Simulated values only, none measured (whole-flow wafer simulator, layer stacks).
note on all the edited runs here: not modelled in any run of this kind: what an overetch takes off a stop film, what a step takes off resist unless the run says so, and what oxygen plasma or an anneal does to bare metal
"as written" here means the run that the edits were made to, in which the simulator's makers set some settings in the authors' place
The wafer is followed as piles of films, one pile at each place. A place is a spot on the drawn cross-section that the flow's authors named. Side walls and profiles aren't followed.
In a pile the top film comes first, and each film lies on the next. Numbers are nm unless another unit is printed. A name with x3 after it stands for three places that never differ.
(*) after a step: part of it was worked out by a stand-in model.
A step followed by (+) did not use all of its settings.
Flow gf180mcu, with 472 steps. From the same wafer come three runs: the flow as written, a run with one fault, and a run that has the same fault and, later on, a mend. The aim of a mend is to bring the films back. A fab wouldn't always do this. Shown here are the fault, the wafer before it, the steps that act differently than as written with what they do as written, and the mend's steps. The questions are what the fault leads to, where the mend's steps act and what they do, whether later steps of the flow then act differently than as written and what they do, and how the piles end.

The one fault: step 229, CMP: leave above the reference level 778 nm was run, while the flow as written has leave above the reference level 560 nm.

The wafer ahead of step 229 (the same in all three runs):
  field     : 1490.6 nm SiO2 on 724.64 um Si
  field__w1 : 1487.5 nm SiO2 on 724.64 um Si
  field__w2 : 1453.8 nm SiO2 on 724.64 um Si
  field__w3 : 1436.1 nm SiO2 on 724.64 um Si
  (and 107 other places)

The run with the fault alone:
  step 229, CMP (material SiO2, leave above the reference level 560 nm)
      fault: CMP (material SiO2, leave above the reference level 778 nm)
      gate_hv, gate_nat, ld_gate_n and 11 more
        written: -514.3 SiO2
        fault: -296.3 SiO2
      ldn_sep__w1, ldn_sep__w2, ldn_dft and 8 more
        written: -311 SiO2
        fault: -93 SiO2
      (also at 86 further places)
  Later steps of the flow acting differently than as written:
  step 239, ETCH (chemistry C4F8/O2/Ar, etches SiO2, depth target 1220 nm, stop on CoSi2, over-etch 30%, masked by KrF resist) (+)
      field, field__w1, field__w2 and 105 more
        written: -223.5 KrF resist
        fault: -244 KrF resist
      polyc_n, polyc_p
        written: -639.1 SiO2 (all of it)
        fault: -857.1 SiO2 (all of it)
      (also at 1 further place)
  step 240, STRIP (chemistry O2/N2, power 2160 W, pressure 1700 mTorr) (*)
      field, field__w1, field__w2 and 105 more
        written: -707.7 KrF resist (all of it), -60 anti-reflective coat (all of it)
        fault: -687.2 KrF resist (all of it), -60 anti-reflective coat (all of it)
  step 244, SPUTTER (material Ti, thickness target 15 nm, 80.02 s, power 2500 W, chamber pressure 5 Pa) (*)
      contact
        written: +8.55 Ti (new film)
        fault: +7.54 Ti (new film)
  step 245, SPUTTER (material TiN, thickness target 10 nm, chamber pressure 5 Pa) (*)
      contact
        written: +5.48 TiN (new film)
        fault: +4.85 TiN (new film)
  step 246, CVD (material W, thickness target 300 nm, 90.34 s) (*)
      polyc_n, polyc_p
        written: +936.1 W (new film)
        fault: +1154.1 W (new film)
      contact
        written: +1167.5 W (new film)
        fault: +1387.2 W (new film)
  At field, field__w1, field__w2 and 109 more, the piles at the end differ from the flow's by more than 2% or 0.5 nm, whichever is larger.
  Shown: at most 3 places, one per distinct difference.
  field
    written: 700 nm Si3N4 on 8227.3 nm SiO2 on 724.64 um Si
    fault: 700 nm Si3N4 on 8445.3 nm SiO2 on 724.64 um Si
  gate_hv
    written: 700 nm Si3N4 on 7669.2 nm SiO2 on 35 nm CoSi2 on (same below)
    fault: 700 nm Si3N4 on 7887.2 nm SiO2 on 35 nm CoSi2 on (same below)
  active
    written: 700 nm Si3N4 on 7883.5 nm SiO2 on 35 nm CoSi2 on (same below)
    fault: 700 nm Si3N4 on 8101.5 nm SiO2 on 35 nm CoSi2 on (same below)

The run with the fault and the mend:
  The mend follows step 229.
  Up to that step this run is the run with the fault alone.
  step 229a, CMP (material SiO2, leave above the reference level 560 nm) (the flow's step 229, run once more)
      field, field__w1, field__w2 and 108 more
        -218 SiO2
  None of the later steps of the flow acts differently than as written at any place that is followed.
  By the end, the piles equal the flow's at every place that both follow.
